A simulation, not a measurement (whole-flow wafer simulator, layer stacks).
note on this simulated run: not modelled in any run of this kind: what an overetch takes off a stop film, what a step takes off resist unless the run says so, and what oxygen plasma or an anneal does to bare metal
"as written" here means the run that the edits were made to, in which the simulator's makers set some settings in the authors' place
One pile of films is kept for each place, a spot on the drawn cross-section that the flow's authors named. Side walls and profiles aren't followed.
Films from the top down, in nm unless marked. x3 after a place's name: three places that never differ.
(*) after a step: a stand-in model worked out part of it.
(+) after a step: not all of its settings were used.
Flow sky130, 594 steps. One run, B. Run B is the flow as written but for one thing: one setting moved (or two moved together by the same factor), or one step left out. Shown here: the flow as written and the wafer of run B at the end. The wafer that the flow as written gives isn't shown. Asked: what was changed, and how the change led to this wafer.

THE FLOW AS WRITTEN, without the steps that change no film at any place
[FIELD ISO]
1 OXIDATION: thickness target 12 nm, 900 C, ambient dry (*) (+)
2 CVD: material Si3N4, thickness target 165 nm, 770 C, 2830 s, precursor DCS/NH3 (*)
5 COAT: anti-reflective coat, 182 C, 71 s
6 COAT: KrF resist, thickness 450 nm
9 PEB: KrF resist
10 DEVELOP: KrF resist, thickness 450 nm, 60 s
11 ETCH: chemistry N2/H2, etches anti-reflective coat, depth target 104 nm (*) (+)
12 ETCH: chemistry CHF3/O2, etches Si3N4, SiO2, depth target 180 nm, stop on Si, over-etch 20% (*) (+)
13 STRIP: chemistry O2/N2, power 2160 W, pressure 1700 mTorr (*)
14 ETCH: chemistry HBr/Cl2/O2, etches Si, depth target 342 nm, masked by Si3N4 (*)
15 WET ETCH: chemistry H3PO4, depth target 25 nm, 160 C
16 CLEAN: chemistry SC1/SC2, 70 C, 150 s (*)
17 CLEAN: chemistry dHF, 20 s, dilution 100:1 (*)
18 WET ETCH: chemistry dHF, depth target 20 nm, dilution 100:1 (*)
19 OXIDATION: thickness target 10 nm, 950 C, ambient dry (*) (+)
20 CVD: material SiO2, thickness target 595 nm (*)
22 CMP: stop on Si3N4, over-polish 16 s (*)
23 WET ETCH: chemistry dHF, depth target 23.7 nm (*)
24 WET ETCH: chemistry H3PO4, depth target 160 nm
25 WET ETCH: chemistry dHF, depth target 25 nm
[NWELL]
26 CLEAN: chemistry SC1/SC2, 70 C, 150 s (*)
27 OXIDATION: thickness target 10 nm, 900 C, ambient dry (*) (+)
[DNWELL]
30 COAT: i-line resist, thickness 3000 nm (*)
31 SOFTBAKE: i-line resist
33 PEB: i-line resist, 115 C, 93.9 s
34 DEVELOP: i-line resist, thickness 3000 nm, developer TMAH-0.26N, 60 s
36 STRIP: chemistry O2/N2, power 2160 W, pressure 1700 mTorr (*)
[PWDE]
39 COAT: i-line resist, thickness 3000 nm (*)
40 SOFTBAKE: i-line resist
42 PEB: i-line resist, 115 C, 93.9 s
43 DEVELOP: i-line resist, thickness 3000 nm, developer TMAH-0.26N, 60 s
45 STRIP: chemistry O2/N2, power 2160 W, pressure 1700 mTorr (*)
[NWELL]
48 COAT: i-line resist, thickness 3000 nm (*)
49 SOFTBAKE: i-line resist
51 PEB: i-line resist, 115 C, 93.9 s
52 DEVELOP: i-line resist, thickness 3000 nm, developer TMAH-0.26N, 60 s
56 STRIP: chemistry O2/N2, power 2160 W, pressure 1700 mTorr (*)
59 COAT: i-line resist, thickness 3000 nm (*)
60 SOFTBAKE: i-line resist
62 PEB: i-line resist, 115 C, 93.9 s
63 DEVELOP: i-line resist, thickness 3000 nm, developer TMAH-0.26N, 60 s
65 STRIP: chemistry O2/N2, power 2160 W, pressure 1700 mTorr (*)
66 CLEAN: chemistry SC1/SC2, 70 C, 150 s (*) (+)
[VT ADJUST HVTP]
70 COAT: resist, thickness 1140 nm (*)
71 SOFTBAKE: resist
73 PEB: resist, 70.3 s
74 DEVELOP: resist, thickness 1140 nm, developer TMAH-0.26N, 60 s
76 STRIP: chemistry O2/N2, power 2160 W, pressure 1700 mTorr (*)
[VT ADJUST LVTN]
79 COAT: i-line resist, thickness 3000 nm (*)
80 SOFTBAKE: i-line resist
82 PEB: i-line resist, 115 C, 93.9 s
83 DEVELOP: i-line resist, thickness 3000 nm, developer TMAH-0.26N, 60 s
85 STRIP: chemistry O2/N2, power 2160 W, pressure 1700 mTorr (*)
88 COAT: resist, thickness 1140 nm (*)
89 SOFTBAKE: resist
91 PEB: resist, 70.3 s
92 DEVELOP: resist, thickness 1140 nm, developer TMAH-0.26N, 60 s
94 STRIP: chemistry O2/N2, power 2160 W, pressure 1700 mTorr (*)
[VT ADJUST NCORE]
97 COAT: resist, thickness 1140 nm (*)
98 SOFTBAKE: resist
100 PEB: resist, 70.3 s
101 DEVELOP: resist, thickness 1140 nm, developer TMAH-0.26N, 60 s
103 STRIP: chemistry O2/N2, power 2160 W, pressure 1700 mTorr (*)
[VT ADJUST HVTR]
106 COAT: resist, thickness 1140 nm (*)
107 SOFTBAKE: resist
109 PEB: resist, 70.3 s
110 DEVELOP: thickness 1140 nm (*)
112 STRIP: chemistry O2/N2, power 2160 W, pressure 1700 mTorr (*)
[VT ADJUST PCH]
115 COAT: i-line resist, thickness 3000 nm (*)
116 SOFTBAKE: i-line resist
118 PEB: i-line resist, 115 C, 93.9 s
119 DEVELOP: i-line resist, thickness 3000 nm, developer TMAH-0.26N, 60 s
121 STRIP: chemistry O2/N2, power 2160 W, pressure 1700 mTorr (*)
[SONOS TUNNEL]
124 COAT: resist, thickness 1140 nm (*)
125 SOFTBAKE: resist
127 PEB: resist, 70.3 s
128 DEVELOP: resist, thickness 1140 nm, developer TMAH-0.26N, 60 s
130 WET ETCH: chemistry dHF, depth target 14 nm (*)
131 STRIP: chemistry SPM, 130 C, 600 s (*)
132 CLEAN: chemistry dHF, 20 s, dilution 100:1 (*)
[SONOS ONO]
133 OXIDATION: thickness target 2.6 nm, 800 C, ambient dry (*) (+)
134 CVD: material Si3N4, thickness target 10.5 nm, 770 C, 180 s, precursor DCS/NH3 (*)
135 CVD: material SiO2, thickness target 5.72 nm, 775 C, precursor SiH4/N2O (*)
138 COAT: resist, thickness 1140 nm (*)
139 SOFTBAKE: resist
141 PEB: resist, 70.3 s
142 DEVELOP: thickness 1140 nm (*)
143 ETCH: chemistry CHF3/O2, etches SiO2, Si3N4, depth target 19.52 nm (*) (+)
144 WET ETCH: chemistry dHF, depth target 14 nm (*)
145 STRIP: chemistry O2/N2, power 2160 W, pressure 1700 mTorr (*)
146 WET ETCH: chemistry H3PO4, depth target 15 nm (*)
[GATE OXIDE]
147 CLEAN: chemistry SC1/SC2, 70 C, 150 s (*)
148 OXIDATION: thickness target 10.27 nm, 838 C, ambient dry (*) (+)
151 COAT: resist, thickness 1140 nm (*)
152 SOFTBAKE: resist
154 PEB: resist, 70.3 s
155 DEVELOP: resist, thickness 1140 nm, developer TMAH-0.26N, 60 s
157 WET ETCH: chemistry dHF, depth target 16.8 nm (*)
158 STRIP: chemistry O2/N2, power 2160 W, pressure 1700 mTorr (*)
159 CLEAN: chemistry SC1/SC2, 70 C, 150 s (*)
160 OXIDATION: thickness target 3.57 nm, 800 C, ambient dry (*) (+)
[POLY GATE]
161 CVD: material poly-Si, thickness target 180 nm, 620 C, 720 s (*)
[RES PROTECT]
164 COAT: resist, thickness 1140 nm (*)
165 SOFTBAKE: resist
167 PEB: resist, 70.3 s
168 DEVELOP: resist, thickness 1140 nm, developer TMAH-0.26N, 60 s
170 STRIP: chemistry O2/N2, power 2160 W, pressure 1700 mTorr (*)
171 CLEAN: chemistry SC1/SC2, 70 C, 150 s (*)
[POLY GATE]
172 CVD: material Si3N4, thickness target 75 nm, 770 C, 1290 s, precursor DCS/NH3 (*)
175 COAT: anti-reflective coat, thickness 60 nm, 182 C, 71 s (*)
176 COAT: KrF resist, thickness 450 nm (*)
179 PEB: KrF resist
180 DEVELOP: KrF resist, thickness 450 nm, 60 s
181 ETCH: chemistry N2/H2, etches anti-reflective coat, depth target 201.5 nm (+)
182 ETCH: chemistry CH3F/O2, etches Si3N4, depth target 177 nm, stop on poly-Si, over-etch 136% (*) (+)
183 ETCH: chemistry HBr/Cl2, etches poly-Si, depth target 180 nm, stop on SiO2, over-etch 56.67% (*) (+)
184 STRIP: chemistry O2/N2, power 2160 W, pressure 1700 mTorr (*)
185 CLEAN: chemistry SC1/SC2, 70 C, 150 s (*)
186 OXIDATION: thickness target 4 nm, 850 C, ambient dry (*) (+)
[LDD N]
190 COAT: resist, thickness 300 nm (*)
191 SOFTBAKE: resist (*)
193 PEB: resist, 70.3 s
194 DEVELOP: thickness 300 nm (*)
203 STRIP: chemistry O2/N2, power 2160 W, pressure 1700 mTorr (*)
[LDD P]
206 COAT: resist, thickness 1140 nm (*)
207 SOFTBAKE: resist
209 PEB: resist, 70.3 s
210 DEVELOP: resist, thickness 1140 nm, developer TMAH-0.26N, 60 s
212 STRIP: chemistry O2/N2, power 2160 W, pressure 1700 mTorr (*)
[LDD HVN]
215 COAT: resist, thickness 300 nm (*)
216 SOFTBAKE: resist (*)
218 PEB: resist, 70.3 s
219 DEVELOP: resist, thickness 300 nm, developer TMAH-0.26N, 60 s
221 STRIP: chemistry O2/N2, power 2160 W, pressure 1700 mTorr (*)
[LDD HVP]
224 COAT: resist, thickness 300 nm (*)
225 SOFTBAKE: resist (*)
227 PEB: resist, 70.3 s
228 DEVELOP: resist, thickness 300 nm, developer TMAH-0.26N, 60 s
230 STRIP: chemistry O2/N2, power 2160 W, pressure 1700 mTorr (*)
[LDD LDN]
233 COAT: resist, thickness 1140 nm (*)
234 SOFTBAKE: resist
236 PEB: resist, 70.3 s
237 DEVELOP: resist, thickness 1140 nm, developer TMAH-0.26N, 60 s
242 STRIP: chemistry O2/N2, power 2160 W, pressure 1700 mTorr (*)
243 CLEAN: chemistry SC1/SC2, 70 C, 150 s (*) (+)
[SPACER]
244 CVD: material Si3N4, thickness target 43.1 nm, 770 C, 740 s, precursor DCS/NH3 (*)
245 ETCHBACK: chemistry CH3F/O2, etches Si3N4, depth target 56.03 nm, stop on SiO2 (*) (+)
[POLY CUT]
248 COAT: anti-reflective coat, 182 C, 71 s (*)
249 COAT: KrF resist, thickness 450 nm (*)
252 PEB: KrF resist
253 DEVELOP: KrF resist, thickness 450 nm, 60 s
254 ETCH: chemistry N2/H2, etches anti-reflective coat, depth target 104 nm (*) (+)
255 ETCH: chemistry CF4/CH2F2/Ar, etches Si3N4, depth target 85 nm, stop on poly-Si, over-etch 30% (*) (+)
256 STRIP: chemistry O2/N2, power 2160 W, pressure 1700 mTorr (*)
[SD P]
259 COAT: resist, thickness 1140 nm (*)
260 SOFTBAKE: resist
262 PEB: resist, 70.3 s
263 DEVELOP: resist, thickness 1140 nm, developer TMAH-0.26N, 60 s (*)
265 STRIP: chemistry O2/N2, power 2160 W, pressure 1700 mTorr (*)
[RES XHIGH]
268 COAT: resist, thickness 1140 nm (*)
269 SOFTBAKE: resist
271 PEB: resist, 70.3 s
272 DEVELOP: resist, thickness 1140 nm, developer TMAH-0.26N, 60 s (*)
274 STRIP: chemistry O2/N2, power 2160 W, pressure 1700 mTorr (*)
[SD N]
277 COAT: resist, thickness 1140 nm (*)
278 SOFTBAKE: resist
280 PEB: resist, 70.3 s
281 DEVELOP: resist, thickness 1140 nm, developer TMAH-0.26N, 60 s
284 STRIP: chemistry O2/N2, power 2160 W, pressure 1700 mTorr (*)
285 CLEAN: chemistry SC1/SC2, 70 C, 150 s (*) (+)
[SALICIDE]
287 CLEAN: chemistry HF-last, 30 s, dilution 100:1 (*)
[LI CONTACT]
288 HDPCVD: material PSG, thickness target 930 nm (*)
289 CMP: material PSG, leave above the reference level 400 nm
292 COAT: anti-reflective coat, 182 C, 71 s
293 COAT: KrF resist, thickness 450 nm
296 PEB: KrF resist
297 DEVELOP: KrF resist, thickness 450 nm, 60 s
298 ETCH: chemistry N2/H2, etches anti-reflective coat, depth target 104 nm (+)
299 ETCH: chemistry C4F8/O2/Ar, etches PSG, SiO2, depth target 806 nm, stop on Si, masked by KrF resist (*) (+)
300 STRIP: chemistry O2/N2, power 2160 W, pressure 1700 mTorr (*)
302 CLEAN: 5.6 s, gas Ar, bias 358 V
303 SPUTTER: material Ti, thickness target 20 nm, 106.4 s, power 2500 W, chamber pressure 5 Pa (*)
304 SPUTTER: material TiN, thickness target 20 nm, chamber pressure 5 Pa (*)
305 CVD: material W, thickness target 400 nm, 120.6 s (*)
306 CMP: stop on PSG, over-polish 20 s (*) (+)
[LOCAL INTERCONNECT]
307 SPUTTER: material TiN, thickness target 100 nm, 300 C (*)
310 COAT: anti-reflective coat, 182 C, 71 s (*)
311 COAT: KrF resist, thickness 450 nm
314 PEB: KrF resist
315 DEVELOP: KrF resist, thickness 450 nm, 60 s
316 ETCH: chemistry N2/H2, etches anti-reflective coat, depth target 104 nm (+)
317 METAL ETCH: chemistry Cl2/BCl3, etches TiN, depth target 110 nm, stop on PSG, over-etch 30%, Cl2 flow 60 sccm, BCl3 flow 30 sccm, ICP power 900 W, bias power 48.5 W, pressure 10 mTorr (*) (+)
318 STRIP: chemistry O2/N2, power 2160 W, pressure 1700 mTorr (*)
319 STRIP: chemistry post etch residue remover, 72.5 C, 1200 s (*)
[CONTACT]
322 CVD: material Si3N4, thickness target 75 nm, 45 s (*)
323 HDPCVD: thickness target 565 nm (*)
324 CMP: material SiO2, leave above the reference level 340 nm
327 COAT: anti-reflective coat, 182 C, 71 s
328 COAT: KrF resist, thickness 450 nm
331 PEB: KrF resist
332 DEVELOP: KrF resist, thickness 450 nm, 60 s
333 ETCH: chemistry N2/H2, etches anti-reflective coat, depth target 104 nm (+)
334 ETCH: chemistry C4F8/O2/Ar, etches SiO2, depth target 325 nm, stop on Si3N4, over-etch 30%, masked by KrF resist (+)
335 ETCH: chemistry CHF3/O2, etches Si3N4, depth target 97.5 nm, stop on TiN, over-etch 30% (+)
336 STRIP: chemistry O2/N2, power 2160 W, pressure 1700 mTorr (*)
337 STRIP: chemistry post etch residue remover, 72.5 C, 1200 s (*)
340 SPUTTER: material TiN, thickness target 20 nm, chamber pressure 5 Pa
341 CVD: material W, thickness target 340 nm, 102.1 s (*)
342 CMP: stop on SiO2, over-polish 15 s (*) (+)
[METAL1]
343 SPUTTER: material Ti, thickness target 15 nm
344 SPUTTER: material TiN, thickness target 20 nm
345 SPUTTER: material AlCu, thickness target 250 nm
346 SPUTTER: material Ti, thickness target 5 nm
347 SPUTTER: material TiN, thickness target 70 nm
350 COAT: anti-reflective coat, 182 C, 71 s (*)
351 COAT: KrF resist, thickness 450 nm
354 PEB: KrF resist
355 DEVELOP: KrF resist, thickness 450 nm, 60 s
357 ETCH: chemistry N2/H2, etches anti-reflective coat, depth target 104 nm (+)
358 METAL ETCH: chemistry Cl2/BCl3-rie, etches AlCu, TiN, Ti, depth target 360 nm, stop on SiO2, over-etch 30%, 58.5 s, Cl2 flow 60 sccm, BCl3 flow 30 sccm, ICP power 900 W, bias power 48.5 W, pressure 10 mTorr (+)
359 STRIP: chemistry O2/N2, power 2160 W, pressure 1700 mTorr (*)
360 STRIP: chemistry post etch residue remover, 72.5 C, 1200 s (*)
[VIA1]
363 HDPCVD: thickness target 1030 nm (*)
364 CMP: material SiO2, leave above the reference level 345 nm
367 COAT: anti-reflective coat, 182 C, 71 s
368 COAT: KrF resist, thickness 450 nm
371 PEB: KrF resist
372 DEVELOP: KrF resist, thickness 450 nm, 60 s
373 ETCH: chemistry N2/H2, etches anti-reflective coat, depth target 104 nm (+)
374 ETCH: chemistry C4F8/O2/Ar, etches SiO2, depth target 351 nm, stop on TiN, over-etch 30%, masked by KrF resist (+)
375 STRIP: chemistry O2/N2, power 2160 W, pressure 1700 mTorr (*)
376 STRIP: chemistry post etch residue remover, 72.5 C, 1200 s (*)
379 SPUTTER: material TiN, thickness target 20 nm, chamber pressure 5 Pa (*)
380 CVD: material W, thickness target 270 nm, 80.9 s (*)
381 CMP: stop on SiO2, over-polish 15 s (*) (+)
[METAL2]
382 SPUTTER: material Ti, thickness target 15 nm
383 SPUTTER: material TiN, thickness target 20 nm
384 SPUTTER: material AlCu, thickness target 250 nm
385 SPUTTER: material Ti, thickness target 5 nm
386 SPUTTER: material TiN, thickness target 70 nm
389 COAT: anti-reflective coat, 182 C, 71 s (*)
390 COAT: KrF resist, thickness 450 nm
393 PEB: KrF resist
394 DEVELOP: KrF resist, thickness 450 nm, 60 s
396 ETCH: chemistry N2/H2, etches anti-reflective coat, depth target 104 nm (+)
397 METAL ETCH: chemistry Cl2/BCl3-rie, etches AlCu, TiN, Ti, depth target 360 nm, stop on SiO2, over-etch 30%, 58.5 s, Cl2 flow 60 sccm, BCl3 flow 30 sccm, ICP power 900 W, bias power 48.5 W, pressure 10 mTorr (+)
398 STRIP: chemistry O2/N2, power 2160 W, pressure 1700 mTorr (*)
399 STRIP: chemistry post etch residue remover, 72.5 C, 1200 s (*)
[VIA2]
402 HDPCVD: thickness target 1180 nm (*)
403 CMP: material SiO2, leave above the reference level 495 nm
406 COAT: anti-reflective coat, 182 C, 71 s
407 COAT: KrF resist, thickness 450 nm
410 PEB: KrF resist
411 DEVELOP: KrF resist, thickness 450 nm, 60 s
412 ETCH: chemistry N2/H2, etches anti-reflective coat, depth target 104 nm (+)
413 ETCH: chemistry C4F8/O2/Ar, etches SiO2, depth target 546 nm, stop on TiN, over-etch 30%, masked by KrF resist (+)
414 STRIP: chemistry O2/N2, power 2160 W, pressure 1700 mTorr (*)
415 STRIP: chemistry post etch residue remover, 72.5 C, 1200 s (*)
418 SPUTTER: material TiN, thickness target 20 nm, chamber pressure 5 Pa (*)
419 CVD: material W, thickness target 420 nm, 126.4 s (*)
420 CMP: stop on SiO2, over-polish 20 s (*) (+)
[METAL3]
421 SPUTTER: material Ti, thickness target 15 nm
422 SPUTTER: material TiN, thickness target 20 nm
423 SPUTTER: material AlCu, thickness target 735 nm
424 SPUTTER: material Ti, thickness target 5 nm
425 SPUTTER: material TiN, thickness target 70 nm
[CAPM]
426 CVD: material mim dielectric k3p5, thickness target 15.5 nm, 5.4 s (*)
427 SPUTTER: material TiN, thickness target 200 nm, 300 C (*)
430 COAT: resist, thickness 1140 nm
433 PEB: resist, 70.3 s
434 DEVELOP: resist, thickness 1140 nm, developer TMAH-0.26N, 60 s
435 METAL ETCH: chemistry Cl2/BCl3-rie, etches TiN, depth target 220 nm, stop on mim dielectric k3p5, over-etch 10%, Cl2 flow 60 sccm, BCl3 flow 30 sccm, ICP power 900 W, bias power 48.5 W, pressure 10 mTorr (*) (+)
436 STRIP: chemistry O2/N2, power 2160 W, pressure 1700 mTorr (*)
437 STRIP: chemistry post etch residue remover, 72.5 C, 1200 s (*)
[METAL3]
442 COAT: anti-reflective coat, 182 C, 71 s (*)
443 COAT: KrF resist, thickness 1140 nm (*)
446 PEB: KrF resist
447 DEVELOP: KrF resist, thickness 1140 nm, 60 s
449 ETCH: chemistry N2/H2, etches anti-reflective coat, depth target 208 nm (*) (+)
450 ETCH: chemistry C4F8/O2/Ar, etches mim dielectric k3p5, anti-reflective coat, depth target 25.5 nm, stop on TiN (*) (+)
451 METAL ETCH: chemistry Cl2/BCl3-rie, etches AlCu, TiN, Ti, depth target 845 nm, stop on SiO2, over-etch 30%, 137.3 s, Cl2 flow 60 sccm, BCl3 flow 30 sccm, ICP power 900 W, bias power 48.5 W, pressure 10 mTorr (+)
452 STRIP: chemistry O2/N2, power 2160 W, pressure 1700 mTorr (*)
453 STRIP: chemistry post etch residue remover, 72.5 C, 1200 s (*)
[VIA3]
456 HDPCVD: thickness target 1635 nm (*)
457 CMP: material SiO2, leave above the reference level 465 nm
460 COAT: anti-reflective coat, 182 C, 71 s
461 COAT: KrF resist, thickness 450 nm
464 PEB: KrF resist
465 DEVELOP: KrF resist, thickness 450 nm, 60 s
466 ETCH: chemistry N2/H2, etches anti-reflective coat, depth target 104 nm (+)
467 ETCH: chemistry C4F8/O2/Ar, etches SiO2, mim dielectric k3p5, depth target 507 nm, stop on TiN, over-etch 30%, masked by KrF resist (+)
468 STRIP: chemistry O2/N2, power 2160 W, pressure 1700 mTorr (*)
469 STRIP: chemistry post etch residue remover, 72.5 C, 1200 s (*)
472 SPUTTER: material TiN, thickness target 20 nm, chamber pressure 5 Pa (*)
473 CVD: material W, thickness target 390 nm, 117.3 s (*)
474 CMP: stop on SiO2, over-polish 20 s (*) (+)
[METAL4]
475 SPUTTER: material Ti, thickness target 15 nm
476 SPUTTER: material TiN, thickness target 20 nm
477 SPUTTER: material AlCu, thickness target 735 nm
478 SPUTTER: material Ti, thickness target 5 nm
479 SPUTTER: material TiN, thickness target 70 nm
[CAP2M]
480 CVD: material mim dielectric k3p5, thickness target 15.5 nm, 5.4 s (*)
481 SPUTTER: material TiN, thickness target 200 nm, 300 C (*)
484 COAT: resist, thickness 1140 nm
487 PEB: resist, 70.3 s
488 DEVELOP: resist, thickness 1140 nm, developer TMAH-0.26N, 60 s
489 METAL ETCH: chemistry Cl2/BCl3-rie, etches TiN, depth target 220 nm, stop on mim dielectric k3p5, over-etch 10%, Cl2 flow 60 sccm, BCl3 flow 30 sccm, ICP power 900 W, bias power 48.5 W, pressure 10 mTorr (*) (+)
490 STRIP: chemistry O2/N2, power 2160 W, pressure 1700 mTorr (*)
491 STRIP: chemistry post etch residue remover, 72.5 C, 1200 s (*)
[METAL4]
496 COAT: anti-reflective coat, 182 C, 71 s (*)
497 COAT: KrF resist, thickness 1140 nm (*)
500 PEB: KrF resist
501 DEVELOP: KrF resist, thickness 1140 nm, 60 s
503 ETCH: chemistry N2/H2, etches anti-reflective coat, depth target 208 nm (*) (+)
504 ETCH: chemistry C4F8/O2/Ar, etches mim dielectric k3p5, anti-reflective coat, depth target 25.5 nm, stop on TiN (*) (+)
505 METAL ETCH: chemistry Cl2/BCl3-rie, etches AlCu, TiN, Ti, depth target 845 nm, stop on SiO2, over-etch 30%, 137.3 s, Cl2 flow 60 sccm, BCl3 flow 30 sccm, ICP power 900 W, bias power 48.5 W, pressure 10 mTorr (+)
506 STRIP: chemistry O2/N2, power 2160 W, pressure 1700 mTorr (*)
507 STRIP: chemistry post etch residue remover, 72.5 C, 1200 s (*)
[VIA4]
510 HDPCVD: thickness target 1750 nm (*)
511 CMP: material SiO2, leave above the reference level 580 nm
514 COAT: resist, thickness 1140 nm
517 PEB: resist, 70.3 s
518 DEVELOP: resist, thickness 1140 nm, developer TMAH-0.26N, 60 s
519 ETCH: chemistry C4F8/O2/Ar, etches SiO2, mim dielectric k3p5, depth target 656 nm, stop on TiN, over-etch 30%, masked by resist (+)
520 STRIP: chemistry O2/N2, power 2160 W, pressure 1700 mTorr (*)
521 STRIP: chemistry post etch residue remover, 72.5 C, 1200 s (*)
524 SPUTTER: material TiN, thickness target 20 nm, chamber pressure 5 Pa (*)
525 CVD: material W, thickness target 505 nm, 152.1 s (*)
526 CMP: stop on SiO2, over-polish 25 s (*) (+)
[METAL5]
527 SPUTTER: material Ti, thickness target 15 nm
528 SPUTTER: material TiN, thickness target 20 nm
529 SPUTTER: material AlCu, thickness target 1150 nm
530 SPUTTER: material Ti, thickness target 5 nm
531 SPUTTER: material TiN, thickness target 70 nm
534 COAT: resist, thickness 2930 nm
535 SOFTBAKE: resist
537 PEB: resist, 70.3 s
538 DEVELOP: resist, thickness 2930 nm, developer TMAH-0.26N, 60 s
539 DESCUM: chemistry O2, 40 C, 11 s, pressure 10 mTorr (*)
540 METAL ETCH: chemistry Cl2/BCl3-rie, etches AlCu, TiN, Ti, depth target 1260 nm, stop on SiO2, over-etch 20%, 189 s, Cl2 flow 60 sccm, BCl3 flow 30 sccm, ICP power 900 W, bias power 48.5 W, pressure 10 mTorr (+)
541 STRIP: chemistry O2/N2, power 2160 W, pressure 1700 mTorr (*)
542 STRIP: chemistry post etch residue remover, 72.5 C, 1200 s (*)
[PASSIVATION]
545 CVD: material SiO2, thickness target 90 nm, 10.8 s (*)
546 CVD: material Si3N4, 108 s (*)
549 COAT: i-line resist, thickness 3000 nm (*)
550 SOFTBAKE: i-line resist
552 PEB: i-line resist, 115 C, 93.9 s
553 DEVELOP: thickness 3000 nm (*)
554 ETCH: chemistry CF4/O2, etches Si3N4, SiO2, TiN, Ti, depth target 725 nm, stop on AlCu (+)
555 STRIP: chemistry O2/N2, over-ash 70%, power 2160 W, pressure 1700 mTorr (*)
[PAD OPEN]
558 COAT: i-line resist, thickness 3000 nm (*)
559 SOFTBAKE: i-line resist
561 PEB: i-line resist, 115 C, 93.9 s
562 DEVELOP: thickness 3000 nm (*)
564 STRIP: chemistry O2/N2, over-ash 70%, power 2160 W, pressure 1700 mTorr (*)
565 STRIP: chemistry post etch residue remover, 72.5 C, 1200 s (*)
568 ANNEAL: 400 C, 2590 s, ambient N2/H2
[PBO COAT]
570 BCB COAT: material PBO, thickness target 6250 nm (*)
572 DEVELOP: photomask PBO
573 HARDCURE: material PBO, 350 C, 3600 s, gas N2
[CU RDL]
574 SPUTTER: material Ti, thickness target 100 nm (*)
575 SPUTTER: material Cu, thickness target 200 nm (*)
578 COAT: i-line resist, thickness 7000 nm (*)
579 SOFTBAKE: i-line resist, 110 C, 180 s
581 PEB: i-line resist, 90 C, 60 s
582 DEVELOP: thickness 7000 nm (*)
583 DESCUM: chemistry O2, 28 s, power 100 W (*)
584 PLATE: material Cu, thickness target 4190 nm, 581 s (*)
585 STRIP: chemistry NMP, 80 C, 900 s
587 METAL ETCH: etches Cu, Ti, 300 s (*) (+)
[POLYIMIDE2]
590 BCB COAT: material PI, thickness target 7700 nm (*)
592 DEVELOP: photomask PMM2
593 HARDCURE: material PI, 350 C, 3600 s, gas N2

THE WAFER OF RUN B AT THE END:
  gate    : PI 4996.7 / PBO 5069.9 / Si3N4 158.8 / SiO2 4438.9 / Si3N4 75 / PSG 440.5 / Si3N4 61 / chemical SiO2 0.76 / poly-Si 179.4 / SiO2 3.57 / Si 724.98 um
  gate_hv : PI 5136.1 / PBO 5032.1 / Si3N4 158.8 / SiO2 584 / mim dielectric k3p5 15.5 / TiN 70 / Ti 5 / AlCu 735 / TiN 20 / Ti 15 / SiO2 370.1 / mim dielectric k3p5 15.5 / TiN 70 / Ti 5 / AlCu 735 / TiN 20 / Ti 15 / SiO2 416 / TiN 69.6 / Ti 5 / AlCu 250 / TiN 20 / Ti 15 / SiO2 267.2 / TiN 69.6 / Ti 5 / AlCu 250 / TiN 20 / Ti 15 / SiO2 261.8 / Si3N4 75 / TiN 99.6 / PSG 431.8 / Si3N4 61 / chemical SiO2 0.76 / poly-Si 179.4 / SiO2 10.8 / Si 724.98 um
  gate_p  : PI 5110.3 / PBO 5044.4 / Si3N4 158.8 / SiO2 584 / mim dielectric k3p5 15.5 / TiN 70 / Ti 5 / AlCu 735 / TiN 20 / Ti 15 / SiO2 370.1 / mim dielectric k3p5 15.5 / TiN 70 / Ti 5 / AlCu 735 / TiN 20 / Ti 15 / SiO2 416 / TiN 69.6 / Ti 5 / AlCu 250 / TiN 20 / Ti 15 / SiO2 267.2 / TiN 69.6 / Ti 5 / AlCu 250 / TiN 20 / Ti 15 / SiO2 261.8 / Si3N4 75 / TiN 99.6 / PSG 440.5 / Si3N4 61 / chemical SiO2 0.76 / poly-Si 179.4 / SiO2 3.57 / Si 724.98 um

The cause: step 289, CMP: leave above the reference level 450 nm was run, where the flow has leave above the reference level 400 nm.

How the change led to this, step by step:
  289 CMP: material PSG, leave above the reference level 400 nm
      gate, spacer, gate_p and 34 more: PSG -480 (as written it would be: PSG -530)
      mim, vpp_sp, vpp_ln and 30 more: PSG -283.9 (as written it would be: PSG -333.9)
      (and at 122 more places)
  299 ETCH: chemistry C4F8/O2/Ar, etches PSG, SiO2, depth target 806 nm, stop on Si, masked by KrF resist (*) (+)
      contact, ndiff_licon, ndiff_licon_cpp: PSG -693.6 (all of it), SiO2 -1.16 (all of it) (as written it would be: PSG -643.6 (all of it), SiO2 -1.16 (all of it))
      poly_licon, rpo_hd_licon: PSG -461.7 (all of it) (as written it would be: PSG -411.7 (all of it))
  303 SPUTTER: material Ti, thickness target 20 nm, 106.4 s, power 2500 W, chamber pressure 5 Pa (*)
      ndiff_licon: Ti +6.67 (new film) (as written it would be: Ti +7.24 (new film))
      rpo_hd_licon: Ti +9.6 (new film) (as written it would be: Ti +10.3 (new film))
  304 SPUTTER: material TiN, thickness target 20 nm, chamber pressure 5 Pa (*)
      ndiff_licon: TiN +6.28 (new film) (as written it would be: TiN +6.83 (new film))
      rpo_hd_licon: TiN +9.17 (new film) (as written it would be: TiN +9.89 (new film))
  305 CVD: material W, thickness target 400 nm, 120.6 s (*)
      ndiff_licon: W +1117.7 (new film) (as written it would be: W +1066.5 (new film))
      ndiff_licon_cpp: W +1118.9 (new film) (as written it would be: W +1067.9 (new film))
      (and at 1 more place)
  306 CMP: stop on PSG, over-polish 20 s (*) (+)
      poly_licon: nothing (as written it would be: W -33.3)
  310 COAT: anti-reflective coat, 182 C, 71 s (*)
      poly_licon: anti-reflective coat +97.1 (new film) (as written it would be: anti-reflective coat +80.5 (new film))
  318 STRIP: chemistry O2/N2, power 2160 W, pressure 1700 mTorr (*)
      poly_licon: KrF resist -333.9 (all of it), anti-reflective coat -97.1 (all of it) (as written it would be: KrF resist -333.9 (all of it), anti-reflective coat -80.5 (all of it))
  324 CMP: material SiO2, leave above the reference level 340 nm
      poly_licon: SiO2 -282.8 (as written it would be: SiO2 -299.5)
  334 ETCH: chemistry C4F8/O2/Ar, etches SiO2, depth target 325 nm, stop on Si3N4, over-etch 30%, masked by KrF resist (+)
      poly_licon: SiO2 -281.6 (all of it) (as written it would be: SiO2 -264.9 (all of it))
  342 CMP: stop on SiO2, over-polish 15 s (*) (+)
      poly_licon: W -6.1 (as written it would be: W -22.8)
